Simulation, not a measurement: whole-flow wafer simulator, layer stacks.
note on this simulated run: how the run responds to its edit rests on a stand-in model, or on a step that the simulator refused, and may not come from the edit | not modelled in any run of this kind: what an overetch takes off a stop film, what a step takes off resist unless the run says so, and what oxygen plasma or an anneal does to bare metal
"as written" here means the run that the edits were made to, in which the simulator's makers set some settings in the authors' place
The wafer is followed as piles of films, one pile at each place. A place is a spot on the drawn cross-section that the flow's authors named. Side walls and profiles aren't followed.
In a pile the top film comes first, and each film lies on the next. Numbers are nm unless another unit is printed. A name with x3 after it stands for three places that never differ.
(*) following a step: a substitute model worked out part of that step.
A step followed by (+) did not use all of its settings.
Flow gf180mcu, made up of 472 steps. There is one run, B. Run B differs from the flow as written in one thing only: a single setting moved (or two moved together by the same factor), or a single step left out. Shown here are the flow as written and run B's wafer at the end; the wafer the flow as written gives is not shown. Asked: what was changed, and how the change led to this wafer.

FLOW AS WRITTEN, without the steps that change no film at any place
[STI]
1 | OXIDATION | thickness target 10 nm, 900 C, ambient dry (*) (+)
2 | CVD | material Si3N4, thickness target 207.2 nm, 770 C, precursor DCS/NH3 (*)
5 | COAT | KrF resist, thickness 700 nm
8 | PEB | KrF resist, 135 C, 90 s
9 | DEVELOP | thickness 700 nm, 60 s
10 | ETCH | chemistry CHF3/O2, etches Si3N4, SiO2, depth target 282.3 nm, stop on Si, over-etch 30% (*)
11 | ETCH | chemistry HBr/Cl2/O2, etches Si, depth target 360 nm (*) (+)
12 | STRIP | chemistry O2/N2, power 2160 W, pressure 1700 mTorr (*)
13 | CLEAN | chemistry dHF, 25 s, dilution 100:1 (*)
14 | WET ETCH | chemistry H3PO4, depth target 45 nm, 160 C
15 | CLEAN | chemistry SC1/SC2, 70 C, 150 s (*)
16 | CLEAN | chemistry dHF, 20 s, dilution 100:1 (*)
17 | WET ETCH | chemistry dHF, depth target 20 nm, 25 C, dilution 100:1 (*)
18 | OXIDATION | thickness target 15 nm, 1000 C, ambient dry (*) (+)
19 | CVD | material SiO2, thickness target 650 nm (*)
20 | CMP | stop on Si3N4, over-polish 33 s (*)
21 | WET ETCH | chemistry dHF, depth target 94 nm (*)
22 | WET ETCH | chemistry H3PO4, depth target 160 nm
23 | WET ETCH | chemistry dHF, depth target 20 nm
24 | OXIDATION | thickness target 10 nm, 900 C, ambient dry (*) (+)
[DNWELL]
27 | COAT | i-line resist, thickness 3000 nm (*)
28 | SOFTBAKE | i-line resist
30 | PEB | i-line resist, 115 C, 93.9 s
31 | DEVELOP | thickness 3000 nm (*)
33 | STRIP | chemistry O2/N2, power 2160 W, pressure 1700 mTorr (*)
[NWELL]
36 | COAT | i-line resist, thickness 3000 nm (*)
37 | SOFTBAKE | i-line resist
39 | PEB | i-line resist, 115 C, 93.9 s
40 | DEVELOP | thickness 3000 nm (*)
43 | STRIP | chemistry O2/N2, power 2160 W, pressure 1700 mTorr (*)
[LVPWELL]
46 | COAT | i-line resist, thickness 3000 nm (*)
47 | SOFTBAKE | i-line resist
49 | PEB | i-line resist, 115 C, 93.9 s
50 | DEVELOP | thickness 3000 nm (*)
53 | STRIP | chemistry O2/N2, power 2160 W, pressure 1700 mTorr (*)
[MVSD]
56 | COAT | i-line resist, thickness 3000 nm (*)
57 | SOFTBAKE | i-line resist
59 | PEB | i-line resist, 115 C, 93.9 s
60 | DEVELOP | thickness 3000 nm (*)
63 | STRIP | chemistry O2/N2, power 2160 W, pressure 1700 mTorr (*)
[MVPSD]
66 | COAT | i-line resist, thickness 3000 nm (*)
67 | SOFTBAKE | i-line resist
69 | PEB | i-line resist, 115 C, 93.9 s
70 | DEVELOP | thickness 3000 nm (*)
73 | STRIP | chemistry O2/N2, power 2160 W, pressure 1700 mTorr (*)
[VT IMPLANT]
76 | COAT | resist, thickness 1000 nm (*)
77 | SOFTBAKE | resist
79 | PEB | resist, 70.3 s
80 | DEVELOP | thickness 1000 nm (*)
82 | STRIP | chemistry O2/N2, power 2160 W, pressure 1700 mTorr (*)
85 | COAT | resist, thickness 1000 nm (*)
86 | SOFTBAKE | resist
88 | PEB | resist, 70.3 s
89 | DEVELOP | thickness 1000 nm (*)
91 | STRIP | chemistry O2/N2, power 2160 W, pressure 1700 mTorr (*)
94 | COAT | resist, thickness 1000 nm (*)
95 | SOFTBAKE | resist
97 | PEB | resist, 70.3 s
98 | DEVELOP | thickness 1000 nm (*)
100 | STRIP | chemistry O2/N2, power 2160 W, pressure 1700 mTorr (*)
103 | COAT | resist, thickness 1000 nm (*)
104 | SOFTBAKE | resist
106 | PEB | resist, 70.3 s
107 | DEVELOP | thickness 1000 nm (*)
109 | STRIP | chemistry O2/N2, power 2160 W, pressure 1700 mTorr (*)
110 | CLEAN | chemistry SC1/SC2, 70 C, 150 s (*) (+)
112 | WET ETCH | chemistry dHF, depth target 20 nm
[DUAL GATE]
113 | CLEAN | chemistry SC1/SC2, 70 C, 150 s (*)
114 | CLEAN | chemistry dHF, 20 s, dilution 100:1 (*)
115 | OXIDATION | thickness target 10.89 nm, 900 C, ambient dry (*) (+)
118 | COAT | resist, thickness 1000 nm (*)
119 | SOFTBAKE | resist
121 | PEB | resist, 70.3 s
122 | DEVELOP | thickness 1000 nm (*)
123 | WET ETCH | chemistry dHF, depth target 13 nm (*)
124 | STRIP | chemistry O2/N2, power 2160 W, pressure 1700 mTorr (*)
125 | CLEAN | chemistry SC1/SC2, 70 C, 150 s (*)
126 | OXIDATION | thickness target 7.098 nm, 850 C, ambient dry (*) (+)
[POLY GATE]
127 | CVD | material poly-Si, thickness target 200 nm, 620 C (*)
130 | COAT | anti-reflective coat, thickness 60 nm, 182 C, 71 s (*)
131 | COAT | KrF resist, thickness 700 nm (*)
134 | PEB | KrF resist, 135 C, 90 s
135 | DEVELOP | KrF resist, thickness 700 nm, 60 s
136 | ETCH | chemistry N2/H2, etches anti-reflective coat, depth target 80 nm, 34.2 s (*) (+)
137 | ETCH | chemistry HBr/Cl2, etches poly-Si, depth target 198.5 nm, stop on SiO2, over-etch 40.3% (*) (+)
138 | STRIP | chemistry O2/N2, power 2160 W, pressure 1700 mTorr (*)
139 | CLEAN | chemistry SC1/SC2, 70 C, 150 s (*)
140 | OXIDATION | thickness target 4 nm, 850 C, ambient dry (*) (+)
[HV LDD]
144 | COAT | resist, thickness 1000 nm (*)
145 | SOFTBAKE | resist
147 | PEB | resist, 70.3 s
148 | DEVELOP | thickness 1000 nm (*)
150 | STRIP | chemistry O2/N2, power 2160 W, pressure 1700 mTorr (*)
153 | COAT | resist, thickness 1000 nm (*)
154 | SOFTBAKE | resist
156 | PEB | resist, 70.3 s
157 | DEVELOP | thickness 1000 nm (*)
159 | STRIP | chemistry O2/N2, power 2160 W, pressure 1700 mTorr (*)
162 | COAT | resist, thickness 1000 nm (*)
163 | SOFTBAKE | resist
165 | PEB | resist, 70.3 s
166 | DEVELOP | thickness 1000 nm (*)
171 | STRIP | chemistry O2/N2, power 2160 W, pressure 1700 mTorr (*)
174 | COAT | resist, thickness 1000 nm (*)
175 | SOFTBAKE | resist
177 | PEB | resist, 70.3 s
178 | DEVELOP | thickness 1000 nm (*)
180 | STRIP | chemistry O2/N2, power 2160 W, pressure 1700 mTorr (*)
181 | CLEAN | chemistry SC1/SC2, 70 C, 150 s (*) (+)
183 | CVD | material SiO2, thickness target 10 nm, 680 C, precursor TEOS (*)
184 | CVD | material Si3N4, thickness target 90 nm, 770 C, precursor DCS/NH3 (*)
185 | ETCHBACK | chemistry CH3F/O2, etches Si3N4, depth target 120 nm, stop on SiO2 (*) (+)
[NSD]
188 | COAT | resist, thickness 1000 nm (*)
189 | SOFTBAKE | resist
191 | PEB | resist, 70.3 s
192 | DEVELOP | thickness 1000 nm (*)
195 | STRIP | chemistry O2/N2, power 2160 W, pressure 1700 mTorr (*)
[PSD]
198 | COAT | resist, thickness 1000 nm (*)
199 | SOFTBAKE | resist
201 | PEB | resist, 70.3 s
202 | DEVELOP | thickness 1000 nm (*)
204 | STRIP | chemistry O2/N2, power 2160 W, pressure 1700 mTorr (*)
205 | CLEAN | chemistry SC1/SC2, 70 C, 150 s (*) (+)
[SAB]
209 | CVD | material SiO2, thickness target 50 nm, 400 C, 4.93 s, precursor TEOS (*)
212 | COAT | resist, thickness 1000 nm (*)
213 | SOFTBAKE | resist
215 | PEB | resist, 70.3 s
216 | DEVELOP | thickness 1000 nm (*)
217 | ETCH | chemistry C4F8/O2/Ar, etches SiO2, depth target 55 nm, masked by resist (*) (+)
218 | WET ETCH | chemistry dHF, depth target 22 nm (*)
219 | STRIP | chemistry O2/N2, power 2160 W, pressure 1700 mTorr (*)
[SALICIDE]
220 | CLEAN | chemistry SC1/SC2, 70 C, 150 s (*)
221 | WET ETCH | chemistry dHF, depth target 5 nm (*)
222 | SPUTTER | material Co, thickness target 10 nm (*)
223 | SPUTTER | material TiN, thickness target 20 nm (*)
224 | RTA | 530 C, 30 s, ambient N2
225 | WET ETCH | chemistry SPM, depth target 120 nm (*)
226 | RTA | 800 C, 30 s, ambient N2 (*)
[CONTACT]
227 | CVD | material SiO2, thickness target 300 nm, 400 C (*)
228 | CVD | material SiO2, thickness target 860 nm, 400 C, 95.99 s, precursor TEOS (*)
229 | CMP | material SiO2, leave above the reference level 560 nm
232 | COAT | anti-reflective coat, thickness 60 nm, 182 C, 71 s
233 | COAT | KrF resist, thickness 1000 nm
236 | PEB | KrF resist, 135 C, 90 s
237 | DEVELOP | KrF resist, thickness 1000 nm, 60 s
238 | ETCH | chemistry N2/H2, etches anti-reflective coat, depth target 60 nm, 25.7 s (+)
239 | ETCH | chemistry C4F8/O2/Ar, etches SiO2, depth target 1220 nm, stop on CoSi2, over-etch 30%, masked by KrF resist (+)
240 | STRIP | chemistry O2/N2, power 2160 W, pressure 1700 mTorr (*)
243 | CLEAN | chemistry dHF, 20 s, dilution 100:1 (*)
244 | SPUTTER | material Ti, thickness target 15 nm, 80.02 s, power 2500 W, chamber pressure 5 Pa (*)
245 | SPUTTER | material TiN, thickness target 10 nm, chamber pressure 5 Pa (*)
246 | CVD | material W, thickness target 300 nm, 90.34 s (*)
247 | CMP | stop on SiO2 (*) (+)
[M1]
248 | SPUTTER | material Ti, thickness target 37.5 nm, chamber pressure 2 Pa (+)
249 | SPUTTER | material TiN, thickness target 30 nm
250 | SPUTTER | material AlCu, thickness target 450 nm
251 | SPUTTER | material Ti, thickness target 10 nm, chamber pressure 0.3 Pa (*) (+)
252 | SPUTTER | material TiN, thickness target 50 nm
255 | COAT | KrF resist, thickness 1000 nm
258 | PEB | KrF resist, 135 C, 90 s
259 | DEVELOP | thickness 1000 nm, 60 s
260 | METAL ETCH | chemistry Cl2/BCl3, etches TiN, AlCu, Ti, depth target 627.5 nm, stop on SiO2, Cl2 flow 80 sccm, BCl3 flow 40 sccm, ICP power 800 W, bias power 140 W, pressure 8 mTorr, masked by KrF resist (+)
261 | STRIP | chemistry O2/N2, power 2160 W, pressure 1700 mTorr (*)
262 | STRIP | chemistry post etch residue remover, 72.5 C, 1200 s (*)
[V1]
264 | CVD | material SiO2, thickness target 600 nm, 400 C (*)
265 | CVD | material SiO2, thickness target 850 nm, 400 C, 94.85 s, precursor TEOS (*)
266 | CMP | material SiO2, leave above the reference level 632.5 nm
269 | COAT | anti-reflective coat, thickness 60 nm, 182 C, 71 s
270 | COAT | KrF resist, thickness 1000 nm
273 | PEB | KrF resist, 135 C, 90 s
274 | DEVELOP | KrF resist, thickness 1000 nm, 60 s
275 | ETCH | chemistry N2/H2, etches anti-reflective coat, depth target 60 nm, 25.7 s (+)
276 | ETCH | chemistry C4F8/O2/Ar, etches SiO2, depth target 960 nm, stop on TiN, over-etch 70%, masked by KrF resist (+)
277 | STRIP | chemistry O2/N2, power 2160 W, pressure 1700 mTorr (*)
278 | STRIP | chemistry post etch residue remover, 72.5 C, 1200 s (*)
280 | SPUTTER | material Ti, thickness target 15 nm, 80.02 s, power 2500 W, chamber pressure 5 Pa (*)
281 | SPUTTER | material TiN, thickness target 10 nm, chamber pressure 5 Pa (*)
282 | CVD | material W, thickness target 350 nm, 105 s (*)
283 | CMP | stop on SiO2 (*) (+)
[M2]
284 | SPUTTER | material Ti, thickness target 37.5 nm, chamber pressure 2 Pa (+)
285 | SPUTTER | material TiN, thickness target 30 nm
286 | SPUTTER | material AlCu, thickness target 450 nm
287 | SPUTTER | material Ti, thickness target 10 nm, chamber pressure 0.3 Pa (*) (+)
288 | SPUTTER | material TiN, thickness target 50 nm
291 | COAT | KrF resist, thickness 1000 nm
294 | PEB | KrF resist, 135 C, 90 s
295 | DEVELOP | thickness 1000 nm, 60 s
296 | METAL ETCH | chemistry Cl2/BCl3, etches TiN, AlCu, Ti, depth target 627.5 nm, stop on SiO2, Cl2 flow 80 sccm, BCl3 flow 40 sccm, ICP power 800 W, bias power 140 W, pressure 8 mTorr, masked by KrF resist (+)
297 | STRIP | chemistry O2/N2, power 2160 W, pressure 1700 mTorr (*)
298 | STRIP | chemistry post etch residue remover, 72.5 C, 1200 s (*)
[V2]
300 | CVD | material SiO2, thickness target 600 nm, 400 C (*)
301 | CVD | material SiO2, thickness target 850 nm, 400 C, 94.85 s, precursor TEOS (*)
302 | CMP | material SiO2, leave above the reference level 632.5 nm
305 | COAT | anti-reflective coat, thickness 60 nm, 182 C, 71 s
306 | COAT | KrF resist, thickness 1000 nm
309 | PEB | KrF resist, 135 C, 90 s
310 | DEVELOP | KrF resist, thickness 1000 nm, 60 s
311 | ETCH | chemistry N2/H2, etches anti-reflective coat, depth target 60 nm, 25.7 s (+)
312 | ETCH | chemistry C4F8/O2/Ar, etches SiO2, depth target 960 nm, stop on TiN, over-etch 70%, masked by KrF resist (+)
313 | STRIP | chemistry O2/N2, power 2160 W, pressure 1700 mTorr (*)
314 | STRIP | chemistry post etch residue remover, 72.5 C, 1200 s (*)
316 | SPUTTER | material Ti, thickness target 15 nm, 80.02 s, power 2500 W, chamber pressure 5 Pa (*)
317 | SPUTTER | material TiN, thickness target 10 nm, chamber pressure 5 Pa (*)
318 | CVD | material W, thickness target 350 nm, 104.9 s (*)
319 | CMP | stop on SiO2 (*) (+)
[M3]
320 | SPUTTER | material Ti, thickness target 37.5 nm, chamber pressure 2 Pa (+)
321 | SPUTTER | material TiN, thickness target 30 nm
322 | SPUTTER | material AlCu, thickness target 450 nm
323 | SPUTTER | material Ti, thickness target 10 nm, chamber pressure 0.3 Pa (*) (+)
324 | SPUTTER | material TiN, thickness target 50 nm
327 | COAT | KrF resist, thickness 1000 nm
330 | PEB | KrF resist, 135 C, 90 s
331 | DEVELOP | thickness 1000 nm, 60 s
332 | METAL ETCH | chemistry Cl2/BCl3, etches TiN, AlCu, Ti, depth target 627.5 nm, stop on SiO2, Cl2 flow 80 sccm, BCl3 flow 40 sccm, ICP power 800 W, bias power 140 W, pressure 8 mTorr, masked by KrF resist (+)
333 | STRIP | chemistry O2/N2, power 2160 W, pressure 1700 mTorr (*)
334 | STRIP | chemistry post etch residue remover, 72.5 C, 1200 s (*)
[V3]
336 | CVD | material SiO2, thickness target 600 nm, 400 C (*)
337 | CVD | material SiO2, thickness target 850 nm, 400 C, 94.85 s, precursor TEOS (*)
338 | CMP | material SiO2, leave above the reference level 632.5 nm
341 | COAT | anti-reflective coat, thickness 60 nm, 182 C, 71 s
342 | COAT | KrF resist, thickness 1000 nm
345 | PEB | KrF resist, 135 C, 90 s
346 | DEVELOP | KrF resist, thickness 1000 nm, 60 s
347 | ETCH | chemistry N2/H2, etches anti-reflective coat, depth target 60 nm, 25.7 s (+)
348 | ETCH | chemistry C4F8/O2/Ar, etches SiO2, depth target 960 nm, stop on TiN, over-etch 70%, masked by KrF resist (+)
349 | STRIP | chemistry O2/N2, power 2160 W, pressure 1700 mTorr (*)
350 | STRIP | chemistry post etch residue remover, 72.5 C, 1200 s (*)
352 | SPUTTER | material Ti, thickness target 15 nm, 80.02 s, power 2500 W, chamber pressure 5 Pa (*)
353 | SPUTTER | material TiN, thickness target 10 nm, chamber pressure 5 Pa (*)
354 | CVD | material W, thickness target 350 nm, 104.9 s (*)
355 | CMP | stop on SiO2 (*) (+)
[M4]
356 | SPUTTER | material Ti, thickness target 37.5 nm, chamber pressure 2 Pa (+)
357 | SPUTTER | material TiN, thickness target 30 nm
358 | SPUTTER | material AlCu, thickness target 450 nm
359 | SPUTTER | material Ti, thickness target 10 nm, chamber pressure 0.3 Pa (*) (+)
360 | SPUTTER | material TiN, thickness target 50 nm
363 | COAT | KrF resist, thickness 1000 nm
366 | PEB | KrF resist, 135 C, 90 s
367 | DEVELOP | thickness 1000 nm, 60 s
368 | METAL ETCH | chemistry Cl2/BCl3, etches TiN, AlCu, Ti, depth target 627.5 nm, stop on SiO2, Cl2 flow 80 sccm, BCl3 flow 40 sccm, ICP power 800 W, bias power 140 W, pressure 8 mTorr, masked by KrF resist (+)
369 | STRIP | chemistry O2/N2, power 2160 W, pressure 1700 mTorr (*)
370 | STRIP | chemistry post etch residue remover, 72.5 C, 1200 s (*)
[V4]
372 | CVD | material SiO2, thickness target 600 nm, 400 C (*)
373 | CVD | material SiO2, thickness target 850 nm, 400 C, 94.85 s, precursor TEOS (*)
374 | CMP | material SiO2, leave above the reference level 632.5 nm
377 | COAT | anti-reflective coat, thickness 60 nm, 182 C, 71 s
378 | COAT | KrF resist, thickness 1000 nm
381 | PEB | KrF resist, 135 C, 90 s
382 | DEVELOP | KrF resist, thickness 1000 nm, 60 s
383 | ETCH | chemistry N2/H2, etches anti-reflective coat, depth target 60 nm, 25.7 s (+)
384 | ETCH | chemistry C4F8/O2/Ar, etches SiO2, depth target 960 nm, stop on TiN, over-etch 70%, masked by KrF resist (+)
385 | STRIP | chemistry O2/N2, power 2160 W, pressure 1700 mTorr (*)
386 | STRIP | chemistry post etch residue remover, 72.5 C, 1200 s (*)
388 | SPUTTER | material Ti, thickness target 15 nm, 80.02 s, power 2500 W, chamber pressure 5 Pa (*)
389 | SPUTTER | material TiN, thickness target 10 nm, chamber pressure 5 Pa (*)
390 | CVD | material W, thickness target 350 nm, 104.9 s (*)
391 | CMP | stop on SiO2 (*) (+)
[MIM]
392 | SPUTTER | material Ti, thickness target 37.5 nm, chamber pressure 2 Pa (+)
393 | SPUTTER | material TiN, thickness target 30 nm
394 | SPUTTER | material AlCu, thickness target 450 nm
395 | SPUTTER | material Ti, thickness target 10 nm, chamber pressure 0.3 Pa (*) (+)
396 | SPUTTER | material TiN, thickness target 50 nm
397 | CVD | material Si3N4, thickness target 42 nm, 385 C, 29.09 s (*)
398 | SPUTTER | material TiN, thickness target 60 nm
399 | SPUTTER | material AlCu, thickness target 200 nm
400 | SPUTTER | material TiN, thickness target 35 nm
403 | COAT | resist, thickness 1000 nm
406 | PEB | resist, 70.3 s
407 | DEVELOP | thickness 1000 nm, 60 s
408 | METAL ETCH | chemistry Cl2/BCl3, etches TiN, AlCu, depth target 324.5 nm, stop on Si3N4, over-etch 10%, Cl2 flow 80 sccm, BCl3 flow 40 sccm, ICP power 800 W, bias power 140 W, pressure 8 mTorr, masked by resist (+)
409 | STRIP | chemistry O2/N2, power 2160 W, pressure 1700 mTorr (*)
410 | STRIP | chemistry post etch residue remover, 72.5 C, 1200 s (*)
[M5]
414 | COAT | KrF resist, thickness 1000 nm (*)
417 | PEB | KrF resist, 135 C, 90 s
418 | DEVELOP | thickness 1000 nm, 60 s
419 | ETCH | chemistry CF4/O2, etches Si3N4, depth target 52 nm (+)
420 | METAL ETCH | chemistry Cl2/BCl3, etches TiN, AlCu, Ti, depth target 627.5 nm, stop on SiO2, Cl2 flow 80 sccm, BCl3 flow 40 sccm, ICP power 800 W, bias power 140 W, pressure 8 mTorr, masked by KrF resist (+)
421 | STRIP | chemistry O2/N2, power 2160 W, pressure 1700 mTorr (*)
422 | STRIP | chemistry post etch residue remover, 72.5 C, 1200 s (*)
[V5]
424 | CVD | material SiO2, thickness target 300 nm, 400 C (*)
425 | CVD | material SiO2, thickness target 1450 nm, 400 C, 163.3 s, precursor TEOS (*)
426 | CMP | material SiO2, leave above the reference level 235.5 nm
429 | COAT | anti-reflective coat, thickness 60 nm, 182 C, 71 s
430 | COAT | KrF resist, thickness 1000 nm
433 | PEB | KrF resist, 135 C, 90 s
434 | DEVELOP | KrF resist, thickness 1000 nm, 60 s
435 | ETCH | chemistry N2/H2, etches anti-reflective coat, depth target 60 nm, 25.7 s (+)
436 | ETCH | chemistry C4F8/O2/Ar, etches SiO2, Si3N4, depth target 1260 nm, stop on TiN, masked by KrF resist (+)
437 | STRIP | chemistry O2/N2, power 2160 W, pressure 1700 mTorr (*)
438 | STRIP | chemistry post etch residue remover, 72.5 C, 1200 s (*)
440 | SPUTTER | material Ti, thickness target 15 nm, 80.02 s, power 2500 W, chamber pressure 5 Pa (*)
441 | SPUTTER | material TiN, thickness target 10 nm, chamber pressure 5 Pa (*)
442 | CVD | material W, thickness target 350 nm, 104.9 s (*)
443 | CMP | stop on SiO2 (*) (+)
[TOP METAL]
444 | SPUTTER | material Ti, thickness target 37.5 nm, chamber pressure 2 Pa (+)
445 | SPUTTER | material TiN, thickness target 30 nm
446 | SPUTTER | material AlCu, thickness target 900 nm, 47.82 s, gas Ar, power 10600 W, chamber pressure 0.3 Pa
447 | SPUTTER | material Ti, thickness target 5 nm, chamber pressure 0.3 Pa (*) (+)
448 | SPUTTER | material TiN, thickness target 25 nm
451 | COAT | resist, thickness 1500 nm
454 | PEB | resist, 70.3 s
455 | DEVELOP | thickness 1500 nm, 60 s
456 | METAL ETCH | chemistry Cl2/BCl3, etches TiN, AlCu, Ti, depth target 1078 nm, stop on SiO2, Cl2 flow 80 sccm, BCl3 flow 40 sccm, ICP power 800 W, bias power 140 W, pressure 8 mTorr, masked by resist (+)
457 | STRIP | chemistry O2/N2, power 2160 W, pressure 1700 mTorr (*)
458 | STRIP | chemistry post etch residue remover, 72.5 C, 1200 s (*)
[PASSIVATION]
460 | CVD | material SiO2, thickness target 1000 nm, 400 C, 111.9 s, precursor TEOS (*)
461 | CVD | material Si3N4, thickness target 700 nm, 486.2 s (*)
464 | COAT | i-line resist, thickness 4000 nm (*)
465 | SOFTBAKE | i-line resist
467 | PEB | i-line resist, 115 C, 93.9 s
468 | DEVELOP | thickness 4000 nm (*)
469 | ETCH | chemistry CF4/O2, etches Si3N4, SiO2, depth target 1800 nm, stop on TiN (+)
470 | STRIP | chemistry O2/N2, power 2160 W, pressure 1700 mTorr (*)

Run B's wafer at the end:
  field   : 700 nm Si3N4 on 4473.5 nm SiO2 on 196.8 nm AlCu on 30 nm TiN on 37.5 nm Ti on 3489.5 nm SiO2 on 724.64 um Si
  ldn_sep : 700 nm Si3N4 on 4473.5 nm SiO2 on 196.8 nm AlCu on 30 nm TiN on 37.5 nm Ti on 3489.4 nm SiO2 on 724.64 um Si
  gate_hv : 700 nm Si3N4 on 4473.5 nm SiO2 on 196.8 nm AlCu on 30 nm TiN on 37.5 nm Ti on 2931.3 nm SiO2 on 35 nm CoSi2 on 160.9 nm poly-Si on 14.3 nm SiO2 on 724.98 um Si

Cause: step 332, METAL ETCH: depth target 307.5 nm was run, whereas the flow has depth target 627.5 nm.

How this came from the change, step by step:
  332 | METAL ETCH | chemistry Cl2/BCl3, etches TiN, AlCu, Ti, depth target 627.5 nm, stop on SiO2, Cl2 flow 80 sccm, BCl3 flow 40 sccm, ICP power 800 W, bias power 140 W, pressure 8 mTorr, masked by KrF resist (+)
      field, field__w1, field__w2 and 103 more: TiN loses 50 (all of it), Ti loses 10 (all of it), AlCu loses 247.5 (in the flow as written it would be: TiN loses 50 (all of it), Ti loses 10 (all of it), AlCu loses 450 (all of it), TiN loses 30 (all of it), Ti loses 37.5 (all of it))
      field__w8, contact, m1, m1__w1, m1_nw: KrF resist loses 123 (in the flow as written it would be: KrF resist loses 251)
  333 | STRIP | chemistry O2/N2, power 2160 W, pressure 1700 mTorr (*)
      field__w8, contact, m1, m1__w1, m1_nw: KrF resist loses 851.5 (all of it) (in the flow as written it would be: KrF resist loses 723.5 (all of it))
  334 | STRIP | chemistry post etch residue remover, 72.5 C, 1200 s (*)
      field, field__w1, field__w2 and 103 more: AlCu loses 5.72 (in the flow as written it would be: nothing)
  336 | CVD | material SiO2, thickness target 600 nm, 400 C (*)
      field, field__w1, field__w2 and 103 more: SiO2 gains 600 (new film) (in the flow as written it would be: SiO2 gains 600)
  338 | CMP | material SiO2, leave above the reference level 632.5 nm
      field, field__w1, field__w2 and 103 more: SiO2 loses 564.3 (in the flow as written it would be: SiO2 loses 300)
Taking metal films that touch as one body, field has 1 body; the flow as written gives 0 bodies.
Taking metal films that touch as one body, ldn_sep has 1 body; the flow as written gives 0 bodies.
Taking metal films that touch as one body, gate_hv has 2 bodies (between them, from the top down: SiO2 2931.3); the flow as written gives 1 body.
